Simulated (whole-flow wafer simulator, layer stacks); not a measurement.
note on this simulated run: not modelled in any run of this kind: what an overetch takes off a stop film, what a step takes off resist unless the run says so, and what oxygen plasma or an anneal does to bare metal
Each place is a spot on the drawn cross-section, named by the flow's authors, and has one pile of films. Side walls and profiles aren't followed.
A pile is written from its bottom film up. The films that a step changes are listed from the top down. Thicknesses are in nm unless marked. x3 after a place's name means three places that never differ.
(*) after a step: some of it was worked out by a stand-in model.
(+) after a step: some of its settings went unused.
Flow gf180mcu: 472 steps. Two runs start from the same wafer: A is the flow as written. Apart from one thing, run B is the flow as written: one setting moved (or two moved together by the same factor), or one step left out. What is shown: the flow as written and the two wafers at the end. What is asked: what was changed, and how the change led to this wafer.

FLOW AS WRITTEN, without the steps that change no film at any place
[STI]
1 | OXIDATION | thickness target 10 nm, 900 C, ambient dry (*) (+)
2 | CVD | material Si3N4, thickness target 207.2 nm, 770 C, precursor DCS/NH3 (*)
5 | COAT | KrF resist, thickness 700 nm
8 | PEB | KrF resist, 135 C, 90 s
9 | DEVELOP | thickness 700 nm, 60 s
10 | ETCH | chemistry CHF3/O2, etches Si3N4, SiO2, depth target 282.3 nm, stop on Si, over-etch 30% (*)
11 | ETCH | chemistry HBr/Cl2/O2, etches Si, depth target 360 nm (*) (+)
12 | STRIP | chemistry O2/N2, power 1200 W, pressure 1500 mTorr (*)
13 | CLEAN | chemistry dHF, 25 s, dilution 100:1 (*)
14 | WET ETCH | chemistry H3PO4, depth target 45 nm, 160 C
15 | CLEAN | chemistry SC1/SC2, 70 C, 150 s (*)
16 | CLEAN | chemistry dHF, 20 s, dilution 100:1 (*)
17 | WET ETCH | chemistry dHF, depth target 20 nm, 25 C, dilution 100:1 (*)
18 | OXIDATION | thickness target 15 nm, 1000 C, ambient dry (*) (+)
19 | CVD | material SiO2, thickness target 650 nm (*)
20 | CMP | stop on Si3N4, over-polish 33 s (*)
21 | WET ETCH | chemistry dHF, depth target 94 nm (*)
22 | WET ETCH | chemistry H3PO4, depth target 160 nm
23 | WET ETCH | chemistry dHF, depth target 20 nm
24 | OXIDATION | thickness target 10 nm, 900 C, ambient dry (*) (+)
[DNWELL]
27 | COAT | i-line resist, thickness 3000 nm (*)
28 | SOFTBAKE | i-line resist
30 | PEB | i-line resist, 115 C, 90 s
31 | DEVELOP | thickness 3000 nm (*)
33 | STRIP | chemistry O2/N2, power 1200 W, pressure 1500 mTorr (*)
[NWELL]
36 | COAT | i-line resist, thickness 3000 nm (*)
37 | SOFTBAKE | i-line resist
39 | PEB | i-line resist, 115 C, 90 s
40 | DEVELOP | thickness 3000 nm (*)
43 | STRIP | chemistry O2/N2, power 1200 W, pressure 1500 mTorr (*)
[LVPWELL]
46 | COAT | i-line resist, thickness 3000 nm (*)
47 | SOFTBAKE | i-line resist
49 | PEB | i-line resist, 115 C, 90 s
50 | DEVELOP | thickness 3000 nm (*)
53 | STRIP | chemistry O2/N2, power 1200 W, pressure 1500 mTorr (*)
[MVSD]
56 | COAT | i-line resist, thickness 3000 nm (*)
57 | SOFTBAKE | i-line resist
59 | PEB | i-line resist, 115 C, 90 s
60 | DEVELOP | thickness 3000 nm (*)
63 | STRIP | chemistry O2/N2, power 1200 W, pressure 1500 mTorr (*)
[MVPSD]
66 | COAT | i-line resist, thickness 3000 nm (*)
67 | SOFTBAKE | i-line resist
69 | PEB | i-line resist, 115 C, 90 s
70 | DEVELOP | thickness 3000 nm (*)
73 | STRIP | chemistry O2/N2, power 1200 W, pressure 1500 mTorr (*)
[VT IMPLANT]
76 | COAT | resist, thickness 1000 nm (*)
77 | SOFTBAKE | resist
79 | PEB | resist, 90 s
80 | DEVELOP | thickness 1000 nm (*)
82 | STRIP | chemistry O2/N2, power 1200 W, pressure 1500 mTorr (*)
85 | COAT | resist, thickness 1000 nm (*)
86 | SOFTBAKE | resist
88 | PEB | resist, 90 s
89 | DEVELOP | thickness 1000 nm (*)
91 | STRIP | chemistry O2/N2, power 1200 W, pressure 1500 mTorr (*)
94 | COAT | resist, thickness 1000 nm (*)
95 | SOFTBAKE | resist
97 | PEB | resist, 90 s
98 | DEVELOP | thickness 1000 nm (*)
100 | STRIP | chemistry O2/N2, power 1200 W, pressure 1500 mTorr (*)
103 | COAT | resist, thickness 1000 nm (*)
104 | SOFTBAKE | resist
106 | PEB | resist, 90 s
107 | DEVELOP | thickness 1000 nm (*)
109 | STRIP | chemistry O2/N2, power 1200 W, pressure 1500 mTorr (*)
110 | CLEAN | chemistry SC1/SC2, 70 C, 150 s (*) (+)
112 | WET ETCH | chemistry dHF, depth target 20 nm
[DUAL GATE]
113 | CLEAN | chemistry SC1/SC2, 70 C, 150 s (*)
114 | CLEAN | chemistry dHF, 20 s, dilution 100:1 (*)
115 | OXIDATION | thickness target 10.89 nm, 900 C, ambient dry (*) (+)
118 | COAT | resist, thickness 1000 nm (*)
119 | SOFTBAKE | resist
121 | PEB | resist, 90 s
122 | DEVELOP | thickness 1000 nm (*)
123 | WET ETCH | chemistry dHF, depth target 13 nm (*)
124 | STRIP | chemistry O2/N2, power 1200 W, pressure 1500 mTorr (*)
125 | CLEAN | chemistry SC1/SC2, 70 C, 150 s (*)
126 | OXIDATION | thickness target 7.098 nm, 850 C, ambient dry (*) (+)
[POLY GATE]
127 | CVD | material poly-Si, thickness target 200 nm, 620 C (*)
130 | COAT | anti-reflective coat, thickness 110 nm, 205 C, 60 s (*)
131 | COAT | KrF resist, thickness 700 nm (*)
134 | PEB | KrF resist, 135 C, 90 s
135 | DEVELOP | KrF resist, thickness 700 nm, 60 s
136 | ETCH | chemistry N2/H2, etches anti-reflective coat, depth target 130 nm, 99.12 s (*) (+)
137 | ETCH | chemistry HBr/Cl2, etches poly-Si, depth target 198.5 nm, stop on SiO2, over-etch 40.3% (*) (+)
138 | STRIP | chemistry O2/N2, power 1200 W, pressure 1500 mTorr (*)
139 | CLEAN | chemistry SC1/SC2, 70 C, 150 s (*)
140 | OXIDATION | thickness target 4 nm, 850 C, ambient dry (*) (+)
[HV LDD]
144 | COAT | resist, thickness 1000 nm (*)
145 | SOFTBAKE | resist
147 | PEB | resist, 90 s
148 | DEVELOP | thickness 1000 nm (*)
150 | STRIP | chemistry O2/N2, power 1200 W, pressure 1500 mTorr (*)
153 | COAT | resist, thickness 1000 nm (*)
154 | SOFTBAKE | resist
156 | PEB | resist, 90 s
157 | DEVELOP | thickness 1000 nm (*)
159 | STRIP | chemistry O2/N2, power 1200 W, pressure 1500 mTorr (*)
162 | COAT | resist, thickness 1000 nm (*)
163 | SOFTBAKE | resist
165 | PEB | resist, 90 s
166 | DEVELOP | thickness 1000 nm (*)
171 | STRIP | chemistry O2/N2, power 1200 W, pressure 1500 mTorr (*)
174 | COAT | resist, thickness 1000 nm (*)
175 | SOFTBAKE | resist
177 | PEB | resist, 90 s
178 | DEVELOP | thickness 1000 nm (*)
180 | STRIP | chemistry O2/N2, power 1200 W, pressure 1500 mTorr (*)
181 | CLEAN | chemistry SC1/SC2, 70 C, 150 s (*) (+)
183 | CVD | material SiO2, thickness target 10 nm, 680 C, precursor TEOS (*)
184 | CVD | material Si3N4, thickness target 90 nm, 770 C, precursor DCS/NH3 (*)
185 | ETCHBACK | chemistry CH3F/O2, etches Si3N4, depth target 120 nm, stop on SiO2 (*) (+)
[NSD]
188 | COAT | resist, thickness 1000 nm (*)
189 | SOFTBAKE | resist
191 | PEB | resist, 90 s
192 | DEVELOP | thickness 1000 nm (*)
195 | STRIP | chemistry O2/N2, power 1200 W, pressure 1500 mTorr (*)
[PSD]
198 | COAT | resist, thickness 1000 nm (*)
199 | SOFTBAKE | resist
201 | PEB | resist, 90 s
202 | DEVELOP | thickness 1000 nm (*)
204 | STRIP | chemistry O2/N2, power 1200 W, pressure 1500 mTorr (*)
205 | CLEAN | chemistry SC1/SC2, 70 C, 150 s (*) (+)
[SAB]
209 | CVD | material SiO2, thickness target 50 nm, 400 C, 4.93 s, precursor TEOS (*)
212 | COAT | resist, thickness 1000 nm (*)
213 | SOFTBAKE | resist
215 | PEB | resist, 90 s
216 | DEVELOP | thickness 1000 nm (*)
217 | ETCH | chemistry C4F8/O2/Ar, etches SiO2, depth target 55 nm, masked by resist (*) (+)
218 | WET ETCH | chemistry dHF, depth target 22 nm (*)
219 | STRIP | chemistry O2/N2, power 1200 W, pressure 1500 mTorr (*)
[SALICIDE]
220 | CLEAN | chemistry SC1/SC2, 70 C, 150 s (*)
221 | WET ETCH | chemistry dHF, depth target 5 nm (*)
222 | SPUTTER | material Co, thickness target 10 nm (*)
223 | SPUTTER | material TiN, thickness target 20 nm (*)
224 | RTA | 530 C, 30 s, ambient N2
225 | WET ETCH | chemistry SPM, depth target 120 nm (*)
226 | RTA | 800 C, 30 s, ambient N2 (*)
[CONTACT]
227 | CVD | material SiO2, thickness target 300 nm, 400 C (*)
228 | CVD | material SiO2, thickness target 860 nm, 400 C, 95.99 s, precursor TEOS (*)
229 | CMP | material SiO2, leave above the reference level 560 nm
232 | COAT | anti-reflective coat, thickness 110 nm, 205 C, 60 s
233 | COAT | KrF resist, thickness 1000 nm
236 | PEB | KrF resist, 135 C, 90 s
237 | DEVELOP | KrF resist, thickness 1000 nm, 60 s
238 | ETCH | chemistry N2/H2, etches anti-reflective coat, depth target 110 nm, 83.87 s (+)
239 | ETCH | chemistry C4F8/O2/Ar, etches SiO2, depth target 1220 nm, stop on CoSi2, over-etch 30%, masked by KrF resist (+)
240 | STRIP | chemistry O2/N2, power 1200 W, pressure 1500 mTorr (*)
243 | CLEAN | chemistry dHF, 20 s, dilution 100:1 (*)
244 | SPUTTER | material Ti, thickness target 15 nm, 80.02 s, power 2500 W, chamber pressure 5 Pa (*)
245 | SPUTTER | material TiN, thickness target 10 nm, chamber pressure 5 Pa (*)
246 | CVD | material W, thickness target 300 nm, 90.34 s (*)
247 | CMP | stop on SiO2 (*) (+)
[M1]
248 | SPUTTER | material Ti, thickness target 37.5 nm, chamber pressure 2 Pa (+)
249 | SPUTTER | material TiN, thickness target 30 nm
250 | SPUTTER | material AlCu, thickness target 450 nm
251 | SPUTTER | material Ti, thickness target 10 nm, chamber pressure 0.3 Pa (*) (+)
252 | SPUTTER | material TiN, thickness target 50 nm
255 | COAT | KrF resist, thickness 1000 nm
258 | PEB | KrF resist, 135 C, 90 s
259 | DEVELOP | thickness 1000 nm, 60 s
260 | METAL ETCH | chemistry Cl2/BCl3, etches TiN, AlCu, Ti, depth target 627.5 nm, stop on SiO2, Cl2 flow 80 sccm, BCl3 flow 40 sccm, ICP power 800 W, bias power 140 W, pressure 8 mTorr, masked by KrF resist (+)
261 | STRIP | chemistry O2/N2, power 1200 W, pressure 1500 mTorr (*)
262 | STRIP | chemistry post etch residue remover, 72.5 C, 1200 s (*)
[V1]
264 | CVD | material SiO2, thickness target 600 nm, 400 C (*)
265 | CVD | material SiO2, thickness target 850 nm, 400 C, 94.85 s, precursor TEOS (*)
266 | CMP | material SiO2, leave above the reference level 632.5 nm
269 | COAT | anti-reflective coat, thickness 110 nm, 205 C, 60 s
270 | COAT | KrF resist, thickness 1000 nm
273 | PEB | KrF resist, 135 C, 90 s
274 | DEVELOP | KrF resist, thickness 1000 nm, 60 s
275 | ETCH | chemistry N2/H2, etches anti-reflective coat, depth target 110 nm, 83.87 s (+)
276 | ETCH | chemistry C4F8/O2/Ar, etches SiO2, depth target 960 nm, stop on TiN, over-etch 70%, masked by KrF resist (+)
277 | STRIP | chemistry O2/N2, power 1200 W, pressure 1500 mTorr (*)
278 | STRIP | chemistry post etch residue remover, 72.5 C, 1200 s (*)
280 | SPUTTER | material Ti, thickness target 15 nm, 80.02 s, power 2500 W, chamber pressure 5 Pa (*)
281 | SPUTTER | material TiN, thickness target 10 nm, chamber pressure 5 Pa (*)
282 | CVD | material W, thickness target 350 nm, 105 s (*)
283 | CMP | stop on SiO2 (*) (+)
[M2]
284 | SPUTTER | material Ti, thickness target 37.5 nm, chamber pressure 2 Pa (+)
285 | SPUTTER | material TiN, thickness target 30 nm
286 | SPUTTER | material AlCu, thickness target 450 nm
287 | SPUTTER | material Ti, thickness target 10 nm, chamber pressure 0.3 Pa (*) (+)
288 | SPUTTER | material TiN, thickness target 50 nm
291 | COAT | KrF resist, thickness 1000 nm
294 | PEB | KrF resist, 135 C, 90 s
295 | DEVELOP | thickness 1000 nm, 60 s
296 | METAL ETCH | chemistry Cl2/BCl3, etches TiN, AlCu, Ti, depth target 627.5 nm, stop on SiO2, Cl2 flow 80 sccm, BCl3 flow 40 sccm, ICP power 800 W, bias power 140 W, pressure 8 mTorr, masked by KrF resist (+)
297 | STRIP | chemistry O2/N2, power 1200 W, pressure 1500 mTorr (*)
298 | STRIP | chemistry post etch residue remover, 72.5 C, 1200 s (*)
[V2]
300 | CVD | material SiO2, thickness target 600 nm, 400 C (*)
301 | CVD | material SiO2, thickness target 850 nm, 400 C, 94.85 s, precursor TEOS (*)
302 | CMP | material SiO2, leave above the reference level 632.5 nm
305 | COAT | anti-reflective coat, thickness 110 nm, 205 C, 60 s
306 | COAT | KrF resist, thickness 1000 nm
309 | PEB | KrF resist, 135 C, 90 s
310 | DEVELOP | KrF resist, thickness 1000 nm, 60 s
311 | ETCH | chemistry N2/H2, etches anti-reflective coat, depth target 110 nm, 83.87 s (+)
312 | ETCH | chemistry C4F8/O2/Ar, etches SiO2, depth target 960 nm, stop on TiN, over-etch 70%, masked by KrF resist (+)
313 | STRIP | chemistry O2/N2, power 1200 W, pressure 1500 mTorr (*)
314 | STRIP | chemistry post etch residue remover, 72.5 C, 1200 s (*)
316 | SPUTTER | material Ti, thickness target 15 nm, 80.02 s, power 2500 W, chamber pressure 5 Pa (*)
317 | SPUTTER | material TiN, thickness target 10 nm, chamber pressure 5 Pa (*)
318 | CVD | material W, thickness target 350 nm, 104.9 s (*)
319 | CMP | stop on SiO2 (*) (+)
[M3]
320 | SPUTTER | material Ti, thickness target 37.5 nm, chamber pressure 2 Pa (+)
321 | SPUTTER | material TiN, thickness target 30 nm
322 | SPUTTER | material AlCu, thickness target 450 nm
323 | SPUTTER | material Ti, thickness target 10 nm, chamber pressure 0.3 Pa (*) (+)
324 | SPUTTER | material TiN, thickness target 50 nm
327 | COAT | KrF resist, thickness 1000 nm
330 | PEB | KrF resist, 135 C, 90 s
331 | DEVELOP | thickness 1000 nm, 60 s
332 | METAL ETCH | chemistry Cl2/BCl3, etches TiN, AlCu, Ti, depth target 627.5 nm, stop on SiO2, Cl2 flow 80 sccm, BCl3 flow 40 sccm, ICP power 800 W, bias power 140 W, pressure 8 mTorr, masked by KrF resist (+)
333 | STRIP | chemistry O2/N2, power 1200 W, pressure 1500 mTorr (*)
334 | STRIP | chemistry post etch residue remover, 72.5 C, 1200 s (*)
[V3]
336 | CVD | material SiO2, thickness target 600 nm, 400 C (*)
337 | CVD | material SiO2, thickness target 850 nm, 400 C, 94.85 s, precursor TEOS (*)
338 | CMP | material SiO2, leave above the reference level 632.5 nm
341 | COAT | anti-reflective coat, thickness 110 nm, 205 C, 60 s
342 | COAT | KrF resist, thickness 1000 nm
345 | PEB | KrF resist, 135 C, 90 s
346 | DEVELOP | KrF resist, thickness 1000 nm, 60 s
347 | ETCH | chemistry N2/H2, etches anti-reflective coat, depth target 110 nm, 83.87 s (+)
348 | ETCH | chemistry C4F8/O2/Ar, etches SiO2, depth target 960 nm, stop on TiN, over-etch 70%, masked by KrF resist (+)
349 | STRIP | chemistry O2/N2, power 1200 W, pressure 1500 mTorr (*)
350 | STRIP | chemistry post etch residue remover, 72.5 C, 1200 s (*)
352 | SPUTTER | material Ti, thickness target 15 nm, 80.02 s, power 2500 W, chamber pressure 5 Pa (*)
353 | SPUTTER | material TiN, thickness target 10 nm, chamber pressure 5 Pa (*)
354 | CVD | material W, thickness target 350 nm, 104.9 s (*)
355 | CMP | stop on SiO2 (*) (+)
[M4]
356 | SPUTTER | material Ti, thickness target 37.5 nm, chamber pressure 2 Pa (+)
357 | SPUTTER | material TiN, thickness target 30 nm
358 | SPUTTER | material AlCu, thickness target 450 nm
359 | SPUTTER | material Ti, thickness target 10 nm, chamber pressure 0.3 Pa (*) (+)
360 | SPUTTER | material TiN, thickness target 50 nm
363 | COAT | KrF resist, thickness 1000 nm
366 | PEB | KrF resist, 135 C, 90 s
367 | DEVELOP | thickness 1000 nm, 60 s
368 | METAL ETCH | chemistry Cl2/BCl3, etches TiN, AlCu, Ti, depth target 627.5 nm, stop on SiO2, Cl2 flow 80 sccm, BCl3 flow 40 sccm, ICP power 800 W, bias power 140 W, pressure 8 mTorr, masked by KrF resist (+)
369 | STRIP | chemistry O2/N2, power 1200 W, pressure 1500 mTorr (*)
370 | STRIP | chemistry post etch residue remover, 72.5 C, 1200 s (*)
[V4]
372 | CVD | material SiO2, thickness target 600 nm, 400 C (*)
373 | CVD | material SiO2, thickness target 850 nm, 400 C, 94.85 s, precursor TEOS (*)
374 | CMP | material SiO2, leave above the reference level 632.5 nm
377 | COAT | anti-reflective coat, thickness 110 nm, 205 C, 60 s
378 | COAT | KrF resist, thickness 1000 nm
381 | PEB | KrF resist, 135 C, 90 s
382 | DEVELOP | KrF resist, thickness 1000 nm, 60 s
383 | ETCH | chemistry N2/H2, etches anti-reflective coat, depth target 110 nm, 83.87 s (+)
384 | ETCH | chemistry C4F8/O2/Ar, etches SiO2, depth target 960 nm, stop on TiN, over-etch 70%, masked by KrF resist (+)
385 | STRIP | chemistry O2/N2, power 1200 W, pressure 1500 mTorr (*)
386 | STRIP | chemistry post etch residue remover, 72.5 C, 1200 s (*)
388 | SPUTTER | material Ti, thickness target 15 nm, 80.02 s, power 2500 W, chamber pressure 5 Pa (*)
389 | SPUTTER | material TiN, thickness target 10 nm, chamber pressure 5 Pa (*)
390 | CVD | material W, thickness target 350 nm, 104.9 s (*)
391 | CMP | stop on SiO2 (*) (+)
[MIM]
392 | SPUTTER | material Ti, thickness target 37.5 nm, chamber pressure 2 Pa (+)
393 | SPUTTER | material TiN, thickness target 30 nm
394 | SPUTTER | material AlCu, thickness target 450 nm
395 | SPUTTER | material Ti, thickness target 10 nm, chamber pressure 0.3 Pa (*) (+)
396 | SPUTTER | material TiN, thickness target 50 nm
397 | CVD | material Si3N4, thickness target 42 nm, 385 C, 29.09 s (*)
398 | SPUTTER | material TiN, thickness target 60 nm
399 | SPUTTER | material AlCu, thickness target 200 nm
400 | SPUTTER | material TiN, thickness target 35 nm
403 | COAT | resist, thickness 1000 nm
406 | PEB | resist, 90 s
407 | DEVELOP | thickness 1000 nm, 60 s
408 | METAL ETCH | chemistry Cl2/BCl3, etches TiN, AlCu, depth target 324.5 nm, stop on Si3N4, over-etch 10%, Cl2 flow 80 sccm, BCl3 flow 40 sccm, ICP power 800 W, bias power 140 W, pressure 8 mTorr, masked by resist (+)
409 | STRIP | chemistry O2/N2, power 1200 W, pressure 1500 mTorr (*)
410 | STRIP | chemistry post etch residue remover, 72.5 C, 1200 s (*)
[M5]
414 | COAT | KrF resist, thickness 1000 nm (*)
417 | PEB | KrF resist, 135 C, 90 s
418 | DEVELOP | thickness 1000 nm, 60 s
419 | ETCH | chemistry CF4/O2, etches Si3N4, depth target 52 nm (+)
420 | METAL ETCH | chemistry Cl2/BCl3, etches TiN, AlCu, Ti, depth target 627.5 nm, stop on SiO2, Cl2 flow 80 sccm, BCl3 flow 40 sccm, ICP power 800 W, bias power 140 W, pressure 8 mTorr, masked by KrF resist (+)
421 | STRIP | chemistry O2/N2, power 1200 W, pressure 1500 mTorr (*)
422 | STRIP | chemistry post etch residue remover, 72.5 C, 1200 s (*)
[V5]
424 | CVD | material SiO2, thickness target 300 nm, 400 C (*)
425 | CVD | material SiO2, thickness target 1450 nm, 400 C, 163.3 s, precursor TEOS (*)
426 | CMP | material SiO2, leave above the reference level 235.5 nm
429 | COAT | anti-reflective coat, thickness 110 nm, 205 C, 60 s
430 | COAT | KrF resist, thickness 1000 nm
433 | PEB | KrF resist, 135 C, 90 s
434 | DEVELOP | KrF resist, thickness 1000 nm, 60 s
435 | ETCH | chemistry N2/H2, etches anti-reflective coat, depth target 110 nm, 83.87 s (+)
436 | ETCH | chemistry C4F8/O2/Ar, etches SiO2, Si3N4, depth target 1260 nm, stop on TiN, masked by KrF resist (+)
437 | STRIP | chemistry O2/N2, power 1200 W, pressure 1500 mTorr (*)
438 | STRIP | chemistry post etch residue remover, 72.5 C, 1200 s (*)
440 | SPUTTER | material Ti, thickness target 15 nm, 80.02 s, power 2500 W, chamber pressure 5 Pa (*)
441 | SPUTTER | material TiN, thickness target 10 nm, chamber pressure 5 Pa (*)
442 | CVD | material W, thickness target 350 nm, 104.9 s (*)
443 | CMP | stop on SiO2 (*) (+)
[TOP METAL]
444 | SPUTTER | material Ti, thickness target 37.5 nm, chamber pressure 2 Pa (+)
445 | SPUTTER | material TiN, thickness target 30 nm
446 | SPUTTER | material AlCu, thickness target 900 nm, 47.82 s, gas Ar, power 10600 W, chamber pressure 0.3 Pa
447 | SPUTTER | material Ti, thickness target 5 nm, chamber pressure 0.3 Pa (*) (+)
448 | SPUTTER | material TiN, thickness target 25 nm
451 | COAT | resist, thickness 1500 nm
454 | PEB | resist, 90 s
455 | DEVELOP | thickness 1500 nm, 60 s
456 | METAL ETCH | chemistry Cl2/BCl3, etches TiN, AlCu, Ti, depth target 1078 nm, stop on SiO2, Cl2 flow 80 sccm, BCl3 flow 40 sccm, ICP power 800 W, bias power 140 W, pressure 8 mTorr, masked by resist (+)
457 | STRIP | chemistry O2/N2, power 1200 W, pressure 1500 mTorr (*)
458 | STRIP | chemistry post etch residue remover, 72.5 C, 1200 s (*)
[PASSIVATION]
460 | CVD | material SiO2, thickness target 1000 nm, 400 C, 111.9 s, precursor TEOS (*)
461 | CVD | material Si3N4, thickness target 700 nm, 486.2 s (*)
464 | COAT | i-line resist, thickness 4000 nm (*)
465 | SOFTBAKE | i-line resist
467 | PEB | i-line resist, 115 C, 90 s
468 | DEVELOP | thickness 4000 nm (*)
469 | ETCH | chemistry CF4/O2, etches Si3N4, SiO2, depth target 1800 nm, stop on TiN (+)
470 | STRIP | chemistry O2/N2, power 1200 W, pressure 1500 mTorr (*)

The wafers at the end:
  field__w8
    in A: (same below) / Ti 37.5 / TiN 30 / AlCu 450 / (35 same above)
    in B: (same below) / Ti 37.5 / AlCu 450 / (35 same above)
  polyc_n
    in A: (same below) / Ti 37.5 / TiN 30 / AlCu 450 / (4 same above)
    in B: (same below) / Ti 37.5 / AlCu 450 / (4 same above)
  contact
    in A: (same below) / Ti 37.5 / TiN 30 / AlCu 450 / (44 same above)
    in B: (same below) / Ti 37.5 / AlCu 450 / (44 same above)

The reason: step 249, SPUTTER: material TiN, thickness target 30 nm, was skipped.

How this came from the change, step by step:
  260 | METAL ETCH | chemistry Cl2/BCl3, etches TiN, AlCu, Ti, depth target 627.5 nm, stop on SiO2, Cl2 flow 80 sccm, BCl3 flow 40 sccm, ICP power 800 W, bias power 140 W, pressure 8 mTorr, masked by KrF resist (+)
      field, field__w1, field__w2 and 99 more: A TiN loses 50 (all of it), Ti loses 10 (all of it), AlCu loses 450 (all of it), TiN loses 30 (all of it), Ti loses 37.5 (all of it) | B TiN loses 50 (all of it), Ti loses 10 (all of it), AlCu loses 450 (all of it), Ti loses 37.5 (all of it)
  266 | CMP | material SiO2, leave above the reference level 632.5 nm
      field, field__w1, field__w2 and 99 more: A SiO2 loses 300 | B SiO2 loses 330
